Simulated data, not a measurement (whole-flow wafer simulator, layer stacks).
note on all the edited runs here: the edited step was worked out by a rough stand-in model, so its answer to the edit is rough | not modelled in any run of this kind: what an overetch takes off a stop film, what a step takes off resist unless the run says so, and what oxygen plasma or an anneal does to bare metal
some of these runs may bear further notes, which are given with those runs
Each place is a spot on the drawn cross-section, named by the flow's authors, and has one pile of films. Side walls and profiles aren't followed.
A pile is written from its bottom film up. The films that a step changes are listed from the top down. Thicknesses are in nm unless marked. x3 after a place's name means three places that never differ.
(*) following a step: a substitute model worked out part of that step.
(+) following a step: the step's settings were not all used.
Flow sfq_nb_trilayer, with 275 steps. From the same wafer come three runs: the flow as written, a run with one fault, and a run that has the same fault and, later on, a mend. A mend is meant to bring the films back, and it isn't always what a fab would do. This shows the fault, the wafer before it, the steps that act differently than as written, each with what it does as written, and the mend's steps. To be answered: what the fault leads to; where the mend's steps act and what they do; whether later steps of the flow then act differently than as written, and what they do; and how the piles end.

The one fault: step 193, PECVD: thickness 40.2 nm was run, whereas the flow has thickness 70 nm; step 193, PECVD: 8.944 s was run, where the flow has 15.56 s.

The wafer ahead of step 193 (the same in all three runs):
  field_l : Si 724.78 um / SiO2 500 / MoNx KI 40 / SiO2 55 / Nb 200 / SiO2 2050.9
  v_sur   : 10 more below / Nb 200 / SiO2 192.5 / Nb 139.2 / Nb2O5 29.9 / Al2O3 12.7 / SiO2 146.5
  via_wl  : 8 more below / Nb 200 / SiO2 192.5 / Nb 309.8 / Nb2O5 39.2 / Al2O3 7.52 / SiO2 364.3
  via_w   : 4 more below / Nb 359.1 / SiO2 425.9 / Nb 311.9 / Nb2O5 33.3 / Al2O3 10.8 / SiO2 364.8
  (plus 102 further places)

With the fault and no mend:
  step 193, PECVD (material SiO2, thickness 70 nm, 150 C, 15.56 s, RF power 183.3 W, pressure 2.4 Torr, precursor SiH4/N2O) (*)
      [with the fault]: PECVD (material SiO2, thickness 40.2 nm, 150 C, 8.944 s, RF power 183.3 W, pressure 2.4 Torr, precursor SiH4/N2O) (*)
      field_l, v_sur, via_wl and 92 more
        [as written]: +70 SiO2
        [with the fault]: +40.2 SiO2
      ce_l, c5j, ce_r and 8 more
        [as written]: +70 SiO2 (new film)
        [with the fault]: +40.2 SiO2 (new film)
  Later steps of the flow acting differently than as written (not shown: 10 more steps that differ only slightly, by at most 2% or 0.5 nm, whichever is larger):
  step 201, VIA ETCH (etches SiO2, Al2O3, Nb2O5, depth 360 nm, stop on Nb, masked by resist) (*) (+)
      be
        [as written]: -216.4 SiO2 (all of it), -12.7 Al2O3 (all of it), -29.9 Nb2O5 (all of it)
        [with the fault]: -186.6 SiO2 (all of it), -12.7 Al2O3 (all of it), -29.9 Nb2O5 (all of it)
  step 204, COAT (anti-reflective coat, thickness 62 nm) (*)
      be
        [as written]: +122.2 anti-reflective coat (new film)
        [with the fault]: +117.7 anti-reflective coat (new film)
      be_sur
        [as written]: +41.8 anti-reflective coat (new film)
        [with the fault]: +42.9 anti-reflective coat (new film)
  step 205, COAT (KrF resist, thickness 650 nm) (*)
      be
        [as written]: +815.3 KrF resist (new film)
        [with the fault]: +794 KrF resist (new film)
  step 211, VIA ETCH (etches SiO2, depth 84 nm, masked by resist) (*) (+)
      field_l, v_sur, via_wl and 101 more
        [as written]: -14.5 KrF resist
        [with the fault]: -10.4 KrF resist
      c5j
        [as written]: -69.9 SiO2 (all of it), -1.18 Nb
        [with the fault]: -40.1 SiO2 (all of it), -1.67 Nb
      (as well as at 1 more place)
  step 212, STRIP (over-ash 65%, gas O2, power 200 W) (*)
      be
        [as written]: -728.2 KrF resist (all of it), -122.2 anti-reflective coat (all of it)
        [with the fault]: -711 KrF resist (all of it), -117.7 anti-reflective coat (all of it)
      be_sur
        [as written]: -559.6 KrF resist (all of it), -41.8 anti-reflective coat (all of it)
        [with the fault]: -565.5 KrF resist (all of it), -42.9 anti-reflective coat (all of it)
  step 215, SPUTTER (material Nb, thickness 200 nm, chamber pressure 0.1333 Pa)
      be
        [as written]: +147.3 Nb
        [with the fault]: +154.2 Nb
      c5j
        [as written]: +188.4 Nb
        [with the fault]: +196.2 Nb
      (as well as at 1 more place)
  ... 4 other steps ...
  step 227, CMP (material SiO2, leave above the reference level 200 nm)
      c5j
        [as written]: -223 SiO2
        [with the fault]: -245.4 SiO2
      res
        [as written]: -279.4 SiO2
        [with the fault]: -316.3 SiO2
  The piles end different from the flow's at v_sur, via_wl, via_w and 79 more by more than 2% or 0.5 nm, whichever is larger.
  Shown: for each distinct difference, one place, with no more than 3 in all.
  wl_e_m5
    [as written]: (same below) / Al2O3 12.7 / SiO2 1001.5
    [with the fault]: (same below) / Al2O3 12.7 / SiO2 971.7
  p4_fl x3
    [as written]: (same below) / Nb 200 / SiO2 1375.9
    [with the fault]: (same below) / Nb 200 / SiO2 1346.1
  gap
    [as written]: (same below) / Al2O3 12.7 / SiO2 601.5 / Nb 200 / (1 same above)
    [with the fault]: (same below) / Al2O3 12.7 / SiO2 571.7 / Nb 200 / (1 same above)

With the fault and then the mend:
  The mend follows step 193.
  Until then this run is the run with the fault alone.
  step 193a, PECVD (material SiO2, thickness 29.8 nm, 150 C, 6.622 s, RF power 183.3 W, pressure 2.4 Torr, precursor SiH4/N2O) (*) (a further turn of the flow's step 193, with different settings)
      field_l, v_sur, via_wl and 103 more
        +29.8 SiO2
  Every later step of the flow that is run acts as written, at every place that is followed, to within 2% or 0.5 nm, whichever is larger.
  At every place that both follow, the piles at the end match the flow's.
